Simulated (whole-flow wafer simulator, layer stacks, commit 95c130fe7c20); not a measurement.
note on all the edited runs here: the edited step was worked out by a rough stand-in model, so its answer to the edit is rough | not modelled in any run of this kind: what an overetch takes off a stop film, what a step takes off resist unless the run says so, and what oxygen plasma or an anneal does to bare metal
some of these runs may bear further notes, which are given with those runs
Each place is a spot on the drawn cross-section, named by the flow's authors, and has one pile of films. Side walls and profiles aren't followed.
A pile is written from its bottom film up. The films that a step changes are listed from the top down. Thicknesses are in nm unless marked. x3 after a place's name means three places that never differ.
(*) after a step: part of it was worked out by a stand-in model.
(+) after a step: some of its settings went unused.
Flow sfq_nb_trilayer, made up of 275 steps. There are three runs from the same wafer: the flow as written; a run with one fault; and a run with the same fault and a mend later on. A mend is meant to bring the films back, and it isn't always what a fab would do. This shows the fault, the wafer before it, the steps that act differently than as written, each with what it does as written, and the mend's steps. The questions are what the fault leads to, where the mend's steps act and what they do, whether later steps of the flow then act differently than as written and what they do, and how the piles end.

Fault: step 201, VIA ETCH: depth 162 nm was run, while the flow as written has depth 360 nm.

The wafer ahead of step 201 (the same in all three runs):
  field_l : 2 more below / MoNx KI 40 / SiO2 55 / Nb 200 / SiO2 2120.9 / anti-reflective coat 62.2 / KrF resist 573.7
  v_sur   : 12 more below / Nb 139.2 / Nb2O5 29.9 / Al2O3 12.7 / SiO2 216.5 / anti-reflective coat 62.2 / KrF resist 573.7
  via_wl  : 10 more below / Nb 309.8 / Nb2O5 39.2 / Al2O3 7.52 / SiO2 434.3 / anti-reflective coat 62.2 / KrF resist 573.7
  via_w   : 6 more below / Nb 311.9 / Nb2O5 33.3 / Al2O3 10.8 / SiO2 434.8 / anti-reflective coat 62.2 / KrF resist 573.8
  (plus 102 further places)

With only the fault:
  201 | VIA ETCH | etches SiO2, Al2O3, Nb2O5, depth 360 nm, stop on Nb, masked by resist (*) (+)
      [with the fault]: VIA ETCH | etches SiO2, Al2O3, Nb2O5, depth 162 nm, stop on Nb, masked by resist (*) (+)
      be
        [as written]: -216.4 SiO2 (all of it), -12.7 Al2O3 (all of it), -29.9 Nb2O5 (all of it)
        [with the fault]: -162 SiO2
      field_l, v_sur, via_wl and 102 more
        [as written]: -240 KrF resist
        [with the fault]: -108 KrF resist
  Later steps of the flow acting differently than as written (6 more steps, not shown, differ only slightly: by at most 2% or 0.5 nm, whichever is larger):
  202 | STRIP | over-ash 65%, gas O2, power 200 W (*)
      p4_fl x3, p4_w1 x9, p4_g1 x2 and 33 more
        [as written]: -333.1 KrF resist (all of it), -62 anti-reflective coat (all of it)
        [with the fault]: -465.1 KrF resist (all of it), -62 anti-reflective coat (all of it)
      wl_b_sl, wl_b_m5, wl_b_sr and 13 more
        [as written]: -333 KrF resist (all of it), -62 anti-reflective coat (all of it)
        [with the fault]: -465 KrF resist (all of it), -62 anti-reflective coat (all of it)
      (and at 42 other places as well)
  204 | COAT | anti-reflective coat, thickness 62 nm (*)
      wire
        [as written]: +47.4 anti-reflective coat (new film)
        [with the fault]: +50.2 anti-reflective coat (new film)
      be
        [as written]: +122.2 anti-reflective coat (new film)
        [with the fault]: +107.9 anti-reflective coat (new film)
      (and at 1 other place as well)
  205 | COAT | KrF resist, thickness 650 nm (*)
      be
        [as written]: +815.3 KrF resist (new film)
        [with the fault]: +745.9 KrF resist (new film)
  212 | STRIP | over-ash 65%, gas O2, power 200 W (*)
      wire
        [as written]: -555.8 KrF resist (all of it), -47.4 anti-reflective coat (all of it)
        [with the fault]: -561.3 KrF resist (all of it), -50.2 anti-reflective coat (all of it)
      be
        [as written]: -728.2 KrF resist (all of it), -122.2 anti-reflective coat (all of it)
        [with the fault]: -658.8 KrF resist (all of it), -107.9 anti-reflective coat (all of it)
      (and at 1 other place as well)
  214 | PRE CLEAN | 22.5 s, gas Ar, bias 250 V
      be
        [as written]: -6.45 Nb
        [with the fault]: -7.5 SiO2
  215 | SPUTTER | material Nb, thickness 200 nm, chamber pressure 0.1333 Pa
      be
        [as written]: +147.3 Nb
        [with the fault]: +170 Nb (new film)
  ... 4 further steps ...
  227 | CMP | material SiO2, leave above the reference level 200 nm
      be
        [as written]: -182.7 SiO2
        [with the fault]: -157.1 SiO2
  At be, the piles at the end differ from the flow's by more than 2% or 0.5 nm, whichever is larger.
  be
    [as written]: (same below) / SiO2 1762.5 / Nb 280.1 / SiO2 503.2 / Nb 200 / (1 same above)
    [with the fault]: (same below) / SiO2 1762.5 / Nb 139.2 / Nb2O5 29.9 / Al2O3 12.7 / SiO2 46.9 / Nb 170 / SiO2 384.7 / Nb 200 / (1 same above)

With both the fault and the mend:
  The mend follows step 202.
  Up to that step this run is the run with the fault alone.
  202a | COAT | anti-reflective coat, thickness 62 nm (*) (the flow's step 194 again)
      p4_fl x3, p4_w1 x9, p4_g1 x2 and 50 more
        +62 anti-reflective coat (new film)
      field_l, v_sur, wl_a_sl, wl_a_m6, wl_a_sr, wl_g_sr
        +61.9 anti-reflective coat (new film)
      via_wl, via_w, gap
        +61.8 anti-reflective coat (new film)
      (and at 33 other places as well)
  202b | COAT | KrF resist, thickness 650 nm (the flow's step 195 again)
      p4_fl x3, p4_w1 x9, p4_g1 x2 and 33 more
        +650 KrF resist (new film)
      wl_b_m5, wl_b_sr, wl_c_sl and 12 more
        +649.9 KrF resist (new film)
      field_l, wl_b_sl, wl_g_m5
        +649.8 KrF resist (new film)
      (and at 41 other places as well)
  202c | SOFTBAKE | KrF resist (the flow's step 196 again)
      leaves every film unchanged at each place that is followed
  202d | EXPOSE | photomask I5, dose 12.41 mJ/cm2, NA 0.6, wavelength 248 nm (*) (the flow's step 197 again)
      leaves every film unchanged at each place that is followed
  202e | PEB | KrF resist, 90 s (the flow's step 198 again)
      field_l, v_sur, via_wl and 83 more
        -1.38 KrF resist
      via_wr, via_sp, via_v, wire
        -1.37 KrF resist
      ce_l, moat, field_r, wl_jj
        -1.39 KrF resist
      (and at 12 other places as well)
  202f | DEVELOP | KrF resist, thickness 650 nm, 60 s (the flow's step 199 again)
      field_l, v_sur, via_wl and 102 more
        -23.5 KrF resist
      be
        -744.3 KrF resist (all of it)
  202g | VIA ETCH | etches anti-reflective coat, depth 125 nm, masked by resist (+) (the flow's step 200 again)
      field_l, v_sur, via_wl and 102 more
        -69.4 KrF resist
      be
        -107.9 anti-reflective coat (all of it), -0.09 SiO2
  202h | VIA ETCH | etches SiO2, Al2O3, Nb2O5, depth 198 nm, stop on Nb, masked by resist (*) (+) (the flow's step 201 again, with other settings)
      field_l, v_sur, via_wl and 102 more
        -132 KrF resist
      be
        -54.3 SiO2 (all of it), -12.7 Al2O3 (all of it), -29.9 Nb2O5 (all of it)
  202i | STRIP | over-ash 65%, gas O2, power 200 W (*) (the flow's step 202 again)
      p4_fl x3, p4_w1 x9, p4_g1 x2 and 33 more
        -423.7 KrF resist (all of it), -62 anti-reflective coat (all of it)
      wl_b_sl, wl_b_m5, wl_b_sr and 7 more
        -423.5 KrF resist (all of it), -62 anti-reflective coat (all of it)
      wl_c_sr, wl_d_sl, wl_d_m1, wl_d_sr, wl_e_sl, wl_e_m5, wl_e_sr
        -423.6 KrF resist (all of it), -62 anti-reflective coat (all of it)
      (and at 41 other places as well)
  Later steps of the flow that are run all act as written at every place that is followed.
  By the end, the piles equal the flow's at every place that both follow.
